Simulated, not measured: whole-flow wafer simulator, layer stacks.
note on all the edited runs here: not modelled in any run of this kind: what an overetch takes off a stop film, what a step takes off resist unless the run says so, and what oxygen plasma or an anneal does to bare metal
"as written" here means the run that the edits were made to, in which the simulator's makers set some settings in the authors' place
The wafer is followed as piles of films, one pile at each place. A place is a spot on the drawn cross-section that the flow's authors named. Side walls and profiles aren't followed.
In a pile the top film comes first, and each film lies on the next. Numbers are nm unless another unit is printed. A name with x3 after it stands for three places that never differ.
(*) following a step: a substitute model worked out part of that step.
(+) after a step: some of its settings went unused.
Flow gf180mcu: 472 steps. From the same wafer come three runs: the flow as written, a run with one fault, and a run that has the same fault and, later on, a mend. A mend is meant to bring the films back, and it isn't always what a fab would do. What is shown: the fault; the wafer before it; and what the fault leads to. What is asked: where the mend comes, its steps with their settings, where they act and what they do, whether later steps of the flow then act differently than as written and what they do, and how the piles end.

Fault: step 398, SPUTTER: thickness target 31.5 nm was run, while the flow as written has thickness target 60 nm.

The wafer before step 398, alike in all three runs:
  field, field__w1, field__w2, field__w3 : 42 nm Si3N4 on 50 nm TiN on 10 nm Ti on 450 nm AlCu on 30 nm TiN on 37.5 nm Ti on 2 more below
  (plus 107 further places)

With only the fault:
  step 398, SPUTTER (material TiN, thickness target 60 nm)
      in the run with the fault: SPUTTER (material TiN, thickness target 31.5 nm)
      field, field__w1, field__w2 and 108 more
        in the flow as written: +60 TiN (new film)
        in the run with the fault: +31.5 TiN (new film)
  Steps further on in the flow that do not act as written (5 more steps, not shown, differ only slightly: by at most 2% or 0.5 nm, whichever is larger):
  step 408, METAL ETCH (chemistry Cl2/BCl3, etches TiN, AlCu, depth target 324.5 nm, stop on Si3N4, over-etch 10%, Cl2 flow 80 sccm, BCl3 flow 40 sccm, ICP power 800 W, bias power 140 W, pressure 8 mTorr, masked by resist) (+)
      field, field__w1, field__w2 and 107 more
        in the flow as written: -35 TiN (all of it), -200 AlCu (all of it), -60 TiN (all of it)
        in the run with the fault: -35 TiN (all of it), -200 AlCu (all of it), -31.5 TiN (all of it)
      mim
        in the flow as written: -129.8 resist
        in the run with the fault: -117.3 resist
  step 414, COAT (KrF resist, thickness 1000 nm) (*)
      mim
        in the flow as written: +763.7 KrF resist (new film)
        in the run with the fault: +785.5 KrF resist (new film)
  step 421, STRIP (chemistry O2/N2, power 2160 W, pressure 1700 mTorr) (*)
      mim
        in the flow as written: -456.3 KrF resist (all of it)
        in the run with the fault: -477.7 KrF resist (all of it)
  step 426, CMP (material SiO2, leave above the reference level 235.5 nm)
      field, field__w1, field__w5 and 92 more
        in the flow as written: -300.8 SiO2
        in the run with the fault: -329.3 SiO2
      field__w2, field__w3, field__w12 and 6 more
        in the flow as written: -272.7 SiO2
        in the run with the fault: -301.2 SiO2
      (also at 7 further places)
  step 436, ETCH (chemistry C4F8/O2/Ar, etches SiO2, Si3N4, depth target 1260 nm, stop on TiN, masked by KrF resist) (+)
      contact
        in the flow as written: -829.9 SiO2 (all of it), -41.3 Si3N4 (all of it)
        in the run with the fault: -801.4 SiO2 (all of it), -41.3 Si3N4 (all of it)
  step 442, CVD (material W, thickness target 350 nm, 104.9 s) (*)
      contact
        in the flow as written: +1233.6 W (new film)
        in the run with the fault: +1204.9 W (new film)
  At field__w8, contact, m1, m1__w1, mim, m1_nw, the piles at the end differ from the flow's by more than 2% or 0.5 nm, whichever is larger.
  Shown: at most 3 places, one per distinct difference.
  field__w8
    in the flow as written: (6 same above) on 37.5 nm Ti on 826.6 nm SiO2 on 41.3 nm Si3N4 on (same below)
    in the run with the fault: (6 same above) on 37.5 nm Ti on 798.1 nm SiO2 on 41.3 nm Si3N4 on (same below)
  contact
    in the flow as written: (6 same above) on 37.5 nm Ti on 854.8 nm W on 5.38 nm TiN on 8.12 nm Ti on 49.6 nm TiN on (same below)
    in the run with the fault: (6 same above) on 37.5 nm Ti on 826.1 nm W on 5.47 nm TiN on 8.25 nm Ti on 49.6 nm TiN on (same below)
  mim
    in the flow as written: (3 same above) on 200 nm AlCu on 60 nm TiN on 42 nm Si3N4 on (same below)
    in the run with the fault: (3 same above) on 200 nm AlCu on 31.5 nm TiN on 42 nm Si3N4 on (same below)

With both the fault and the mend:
  The mend stands after step 398.
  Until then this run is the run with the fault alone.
  step 398a, SPUTTER (material TiN, thickness target 28.5 nm) (the flow's step 398, run once more with other settings)
      field, field__w1, field__w2 and 108 more
        +28.5 TiN
  None of the later steps of the flow acts differently than as written at any place that is followed.
  The piles end the same as the flow's at every place that both follow.
